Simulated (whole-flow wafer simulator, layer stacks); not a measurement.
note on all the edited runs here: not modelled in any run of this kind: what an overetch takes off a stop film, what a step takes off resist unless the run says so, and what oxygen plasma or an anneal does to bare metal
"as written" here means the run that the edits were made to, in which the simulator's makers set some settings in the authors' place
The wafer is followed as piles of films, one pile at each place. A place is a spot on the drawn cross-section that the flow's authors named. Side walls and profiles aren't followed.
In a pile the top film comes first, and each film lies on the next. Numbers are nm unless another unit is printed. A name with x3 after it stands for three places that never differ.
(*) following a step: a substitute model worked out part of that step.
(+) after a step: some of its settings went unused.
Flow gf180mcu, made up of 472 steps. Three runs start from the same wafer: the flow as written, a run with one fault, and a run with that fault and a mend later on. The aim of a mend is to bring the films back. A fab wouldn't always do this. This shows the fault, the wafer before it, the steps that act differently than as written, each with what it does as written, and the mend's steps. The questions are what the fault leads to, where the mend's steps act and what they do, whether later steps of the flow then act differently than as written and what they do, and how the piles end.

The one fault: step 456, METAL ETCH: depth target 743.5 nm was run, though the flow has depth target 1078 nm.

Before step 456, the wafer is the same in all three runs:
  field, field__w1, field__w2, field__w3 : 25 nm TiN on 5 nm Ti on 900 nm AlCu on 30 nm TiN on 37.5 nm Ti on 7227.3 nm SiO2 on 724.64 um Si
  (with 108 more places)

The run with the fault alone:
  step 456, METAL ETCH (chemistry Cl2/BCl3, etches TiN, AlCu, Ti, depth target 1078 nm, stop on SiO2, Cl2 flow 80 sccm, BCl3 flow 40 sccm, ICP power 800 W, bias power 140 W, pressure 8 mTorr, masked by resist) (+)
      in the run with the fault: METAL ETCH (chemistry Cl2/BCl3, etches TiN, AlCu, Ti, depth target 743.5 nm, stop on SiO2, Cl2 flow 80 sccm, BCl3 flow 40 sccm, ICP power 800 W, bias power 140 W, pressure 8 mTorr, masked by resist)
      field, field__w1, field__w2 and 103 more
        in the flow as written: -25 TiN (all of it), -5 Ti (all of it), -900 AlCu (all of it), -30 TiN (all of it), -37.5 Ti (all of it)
        in the run with the fault: -25 TiN (all of it), -5 Ti (all of it), -713.5 AlCu
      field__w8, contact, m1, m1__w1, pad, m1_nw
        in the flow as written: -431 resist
        in the run with the fault: -297.4 resist
  Later steps of the flow acting differently than as written:
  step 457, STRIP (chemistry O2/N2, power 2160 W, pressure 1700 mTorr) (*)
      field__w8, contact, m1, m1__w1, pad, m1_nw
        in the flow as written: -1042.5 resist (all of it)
        in the run with the fault: -1176.1 resist (all of it)
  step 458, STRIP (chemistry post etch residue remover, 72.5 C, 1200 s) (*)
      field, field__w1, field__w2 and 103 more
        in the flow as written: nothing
        in the run with the fault: -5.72 AlCu
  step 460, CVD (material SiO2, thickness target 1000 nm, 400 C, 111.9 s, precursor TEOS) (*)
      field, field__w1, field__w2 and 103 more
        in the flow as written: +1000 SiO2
        in the run with the fault: +1000 SiO2 (new film)
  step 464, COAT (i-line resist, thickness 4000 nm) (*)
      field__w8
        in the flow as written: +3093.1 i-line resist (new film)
        in the run with the fault: +3313.6 i-line resist (new film)
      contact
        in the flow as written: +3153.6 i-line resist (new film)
        in the run with the fault: +3351.7 i-line resist (new film)
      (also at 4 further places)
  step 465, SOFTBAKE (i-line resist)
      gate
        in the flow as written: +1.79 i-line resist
        in the run with the fault: -0.35 i-line resist
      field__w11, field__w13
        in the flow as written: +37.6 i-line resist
        in the run with the fault: +25.1 i-line resist
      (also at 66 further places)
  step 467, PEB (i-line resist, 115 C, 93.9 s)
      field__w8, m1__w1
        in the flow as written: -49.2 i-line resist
        in the run with the fault: -53.7 i-line resist
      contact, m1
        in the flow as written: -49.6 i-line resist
        in the run with the fault: -54 i-line resist
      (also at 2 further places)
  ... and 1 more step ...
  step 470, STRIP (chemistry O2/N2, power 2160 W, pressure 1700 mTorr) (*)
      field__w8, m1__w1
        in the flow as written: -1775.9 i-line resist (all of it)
        in the run with the fault: -2013.9 i-line resist (all of it)
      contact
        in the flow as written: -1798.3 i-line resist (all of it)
        in the run with the fault: -2028.2 i-line resist (all of it)
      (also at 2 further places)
  At field, field__w1, field__w2 and 103 more, the piles at the end differ from the flow's by more than 2% or 0.5 nm, whichever is larger.
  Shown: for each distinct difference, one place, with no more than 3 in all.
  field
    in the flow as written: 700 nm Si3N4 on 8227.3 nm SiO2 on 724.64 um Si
    in the run with the fault: 700 nm Si3N4 on 1000 nm SiO2 on 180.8 nm AlCu on 30 nm TiN on 37.5 nm Ti on 7227.3 nm SiO2 on 724.64 um Si
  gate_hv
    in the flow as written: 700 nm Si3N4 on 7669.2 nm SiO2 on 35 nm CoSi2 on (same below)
    in the run with the fault: 700 nm Si3N4 on 1000 nm SiO2 on 180.8 nm AlCu on 30 nm TiN on 37.5 nm Ti on 6669.2 nm SiO2 on 35 nm CoSi2 on (same below)
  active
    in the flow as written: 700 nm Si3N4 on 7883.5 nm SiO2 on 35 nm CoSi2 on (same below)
    in the run with the fault: 700 nm Si3N4 on 1000 nm SiO2 on 180.8 nm AlCu on 30 nm TiN on 37.5 nm Ti on 6883.5 nm SiO2 on 35 nm CoSi2 on (same below)

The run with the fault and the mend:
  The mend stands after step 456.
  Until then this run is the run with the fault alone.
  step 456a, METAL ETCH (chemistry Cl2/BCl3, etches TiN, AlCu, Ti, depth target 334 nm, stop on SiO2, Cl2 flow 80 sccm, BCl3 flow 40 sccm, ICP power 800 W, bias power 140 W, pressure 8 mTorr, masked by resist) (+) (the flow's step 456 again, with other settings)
      field, field__w1, field__w2 and 103 more
        -186.5 AlCu (all of it), -30 TiN (all of it), -37.5 Ti (all of it)
      field__w8, contact, m1, m1__w1, pad, m1_nw
        -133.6 resist
  None of the later steps of the flow acts differently than as written at any place that is followed.
  By the end, the piles equal the flow's at every place that both follow.
